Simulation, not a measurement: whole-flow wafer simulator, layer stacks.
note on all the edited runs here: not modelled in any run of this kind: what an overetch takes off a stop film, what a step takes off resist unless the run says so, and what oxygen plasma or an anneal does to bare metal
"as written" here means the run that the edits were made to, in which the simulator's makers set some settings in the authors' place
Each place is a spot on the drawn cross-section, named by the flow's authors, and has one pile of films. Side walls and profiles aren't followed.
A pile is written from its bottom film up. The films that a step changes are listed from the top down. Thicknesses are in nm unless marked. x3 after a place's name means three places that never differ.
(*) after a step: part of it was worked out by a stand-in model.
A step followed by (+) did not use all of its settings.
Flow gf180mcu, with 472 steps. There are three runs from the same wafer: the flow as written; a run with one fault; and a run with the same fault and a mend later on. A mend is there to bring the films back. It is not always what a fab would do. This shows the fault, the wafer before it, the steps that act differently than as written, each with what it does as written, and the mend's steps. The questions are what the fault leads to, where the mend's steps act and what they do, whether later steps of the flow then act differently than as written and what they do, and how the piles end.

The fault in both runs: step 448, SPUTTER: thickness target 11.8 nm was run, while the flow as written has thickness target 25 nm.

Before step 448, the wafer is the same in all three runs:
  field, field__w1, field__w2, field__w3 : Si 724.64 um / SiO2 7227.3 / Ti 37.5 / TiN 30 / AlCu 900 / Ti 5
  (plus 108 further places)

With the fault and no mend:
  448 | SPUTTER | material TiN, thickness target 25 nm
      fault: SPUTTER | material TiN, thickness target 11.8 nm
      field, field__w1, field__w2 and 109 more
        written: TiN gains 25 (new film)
        fault: TiN gains 11.8 (new film)
  Steps later in the flow that act otherwise than as written (4 more steps, not shown, differ only slightly: by at most 2% or 0.5 nm, whichever is larger):
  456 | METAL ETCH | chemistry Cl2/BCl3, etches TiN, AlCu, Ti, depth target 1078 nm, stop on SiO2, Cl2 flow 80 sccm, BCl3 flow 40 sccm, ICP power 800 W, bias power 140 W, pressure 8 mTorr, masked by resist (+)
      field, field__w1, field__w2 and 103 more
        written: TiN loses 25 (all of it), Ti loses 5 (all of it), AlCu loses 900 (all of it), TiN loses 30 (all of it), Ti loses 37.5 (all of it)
        fault: TiN loses 11.8 (all of it), Ti loses 5 (all of it), AlCu loses 900 (all of it), TiN loses 30 (all of it), Ti loses 37.5 (all of it)
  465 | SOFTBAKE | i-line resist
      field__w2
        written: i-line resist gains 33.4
        fault: i-line resist gains 32.7
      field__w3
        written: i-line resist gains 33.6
        fault: i-line resist gains 32.9
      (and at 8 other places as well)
  At field__w8, contact, m1, m1__w1, pad, m1_nw, the piles at the end differ from the flow's by more than 2% or 0.5 nm, whichever is larger.
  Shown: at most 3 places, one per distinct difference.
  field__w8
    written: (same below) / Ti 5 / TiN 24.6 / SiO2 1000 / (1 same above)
    fault: (same below) / Ti 5 / TiN 11.4 / SiO2 1000 / (1 same above)
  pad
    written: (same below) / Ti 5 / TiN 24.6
    fault: (same below) / Ti 5 / TiN 11.4

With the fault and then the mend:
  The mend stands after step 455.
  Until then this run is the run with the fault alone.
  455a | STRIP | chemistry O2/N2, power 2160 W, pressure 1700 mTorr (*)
      field__w8, contact, m1, m1__w1, pad, m1_nw
        resist loses 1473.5 (all of it)
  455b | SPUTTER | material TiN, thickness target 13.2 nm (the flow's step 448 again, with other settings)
      field, field__w1, field__w2 and 109 more
        TiN gains 13.2
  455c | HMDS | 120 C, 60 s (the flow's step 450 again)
      leaves every film unchanged at each place that is followed
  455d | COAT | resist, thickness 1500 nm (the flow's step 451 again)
      field, field__w1, field__w2 and 109 more
        resist gains 1500 (new film)
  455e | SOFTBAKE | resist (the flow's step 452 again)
      leaves every film unchanged at each place that is followed
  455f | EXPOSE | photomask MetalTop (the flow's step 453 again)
      leaves every film unchanged at each place that is followed
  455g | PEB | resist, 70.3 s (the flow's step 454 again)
      field, field__w1, field__w2 and 109 more
        resist loses 26.5
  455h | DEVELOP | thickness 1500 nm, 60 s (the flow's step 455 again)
      field, field__w1, field__w2 and 103 more
        resist loses 1473.5 (all of it)
  Every later step of the flow that is run acts as written at every place that is followed.
  At every place that both follow, the piles at the end match the flow's.
